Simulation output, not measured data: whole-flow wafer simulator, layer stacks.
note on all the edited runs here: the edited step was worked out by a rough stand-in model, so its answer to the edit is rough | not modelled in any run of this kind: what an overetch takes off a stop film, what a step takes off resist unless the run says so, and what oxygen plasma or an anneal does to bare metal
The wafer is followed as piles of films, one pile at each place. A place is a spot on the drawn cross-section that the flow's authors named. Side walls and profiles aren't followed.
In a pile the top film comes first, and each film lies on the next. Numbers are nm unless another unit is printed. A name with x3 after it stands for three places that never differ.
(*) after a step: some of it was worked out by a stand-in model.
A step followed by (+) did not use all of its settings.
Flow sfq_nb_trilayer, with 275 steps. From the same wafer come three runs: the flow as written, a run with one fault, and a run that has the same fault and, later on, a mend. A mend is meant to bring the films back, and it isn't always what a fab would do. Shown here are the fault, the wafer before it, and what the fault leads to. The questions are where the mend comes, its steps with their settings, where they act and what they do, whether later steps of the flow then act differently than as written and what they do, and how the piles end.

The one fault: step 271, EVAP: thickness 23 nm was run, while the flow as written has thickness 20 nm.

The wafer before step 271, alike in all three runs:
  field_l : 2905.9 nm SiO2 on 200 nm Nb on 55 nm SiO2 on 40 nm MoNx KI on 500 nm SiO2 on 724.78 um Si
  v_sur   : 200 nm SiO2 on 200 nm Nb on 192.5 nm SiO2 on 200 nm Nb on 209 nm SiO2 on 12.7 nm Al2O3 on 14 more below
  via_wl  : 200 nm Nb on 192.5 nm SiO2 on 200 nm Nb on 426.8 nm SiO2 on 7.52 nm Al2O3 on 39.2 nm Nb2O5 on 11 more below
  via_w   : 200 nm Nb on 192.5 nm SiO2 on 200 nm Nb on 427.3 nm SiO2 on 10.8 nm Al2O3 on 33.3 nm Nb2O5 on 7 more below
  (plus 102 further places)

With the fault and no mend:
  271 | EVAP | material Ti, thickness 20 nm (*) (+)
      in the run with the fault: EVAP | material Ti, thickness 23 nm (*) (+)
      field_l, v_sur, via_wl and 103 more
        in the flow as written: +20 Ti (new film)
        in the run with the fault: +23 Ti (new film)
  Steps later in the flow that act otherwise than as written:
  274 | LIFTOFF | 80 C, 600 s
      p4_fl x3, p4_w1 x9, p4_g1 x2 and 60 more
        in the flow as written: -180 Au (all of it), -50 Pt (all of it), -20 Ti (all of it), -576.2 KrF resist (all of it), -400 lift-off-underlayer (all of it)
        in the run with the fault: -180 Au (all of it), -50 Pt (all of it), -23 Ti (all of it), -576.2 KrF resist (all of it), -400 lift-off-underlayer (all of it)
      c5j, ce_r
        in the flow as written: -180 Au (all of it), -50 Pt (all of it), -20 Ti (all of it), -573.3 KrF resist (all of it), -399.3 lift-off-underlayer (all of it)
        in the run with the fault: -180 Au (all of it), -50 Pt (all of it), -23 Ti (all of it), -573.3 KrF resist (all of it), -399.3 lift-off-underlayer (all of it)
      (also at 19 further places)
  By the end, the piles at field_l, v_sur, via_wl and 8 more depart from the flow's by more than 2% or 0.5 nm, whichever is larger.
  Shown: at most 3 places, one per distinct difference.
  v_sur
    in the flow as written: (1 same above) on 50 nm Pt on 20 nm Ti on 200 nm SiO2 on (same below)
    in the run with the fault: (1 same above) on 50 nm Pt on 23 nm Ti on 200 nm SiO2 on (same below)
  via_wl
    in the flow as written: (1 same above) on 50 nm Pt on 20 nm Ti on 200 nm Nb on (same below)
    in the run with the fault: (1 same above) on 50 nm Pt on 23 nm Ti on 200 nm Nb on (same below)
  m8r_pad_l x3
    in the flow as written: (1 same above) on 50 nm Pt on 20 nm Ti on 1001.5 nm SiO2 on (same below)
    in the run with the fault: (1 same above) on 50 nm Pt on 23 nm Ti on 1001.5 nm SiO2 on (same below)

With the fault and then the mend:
  The mend follows step 271.
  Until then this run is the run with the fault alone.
  271a | METAL ETCH | etches Ti, MoNx, depth 3 nm (the flow's step 190 again, with other settings)
      field_l, v_sur, via_wl and 103 more
        -3 Ti
  Later steps of the flow that are run all act as written at every place that is followed.
  At every place that both follow, the piles at the end match the flow's.
